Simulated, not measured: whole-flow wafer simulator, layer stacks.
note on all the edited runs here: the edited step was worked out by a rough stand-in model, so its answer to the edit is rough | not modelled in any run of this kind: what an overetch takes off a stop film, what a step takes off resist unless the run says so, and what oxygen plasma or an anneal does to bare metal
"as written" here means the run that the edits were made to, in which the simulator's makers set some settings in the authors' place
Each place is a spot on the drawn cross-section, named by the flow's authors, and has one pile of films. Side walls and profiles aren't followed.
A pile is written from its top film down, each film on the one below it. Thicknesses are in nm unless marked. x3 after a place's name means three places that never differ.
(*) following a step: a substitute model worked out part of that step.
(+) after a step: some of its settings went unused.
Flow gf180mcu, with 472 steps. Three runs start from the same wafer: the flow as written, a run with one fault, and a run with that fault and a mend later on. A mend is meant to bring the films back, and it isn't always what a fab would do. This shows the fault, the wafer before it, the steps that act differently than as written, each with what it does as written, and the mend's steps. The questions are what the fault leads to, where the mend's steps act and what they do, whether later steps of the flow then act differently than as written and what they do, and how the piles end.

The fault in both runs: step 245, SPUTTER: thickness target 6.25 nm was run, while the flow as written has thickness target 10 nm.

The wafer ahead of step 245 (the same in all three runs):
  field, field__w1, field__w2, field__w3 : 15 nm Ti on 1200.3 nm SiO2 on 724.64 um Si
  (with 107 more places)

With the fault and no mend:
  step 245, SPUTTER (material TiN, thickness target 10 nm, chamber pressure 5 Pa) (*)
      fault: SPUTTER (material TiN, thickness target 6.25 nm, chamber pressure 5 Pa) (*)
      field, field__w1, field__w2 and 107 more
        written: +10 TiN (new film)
        fault: +6.25 TiN (new film)
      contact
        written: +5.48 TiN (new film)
        fault: +3.43 TiN (new film)
  Steps later in the flow that act otherwise than as written (1 more step, not shown, differs only slightly: by at most 2% or 0.5 nm, whichever is larger):
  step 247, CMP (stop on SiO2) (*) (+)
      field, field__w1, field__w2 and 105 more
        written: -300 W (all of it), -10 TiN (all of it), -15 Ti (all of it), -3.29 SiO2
        fault: -300 W (all of it), -6.25 TiN (all of it), -15 Ti (all of it), -3.25 SiO2
  The piles end different from the flow's at contact, polyc_n, polyc_p by more than 2% or 0.5 nm, whichever is larger.
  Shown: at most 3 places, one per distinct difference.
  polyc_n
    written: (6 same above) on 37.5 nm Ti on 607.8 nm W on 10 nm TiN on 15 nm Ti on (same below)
    fault: (6 same above) on 37.5 nm Ti on 611.6 nm W on 6.25 nm TiN on 15 nm Ti on (same below)
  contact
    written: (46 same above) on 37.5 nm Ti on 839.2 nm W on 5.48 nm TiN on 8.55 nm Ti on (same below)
    fault: (46 same above) on 37.5 nm Ti on 841.3 nm W on 3.43 nm TiN on 8.55 nm Ti on (same below)

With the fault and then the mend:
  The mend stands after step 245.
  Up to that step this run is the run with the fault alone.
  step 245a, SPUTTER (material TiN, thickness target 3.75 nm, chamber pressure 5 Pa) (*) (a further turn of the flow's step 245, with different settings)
      field, field__w1, field__w2 and 107 more
        +3.75 TiN
      contact
        +2.05 TiN
  Every later step of the flow that is run acts as written at every place that is followed.
  At every place that both follow, the piles at the end match the flow's.
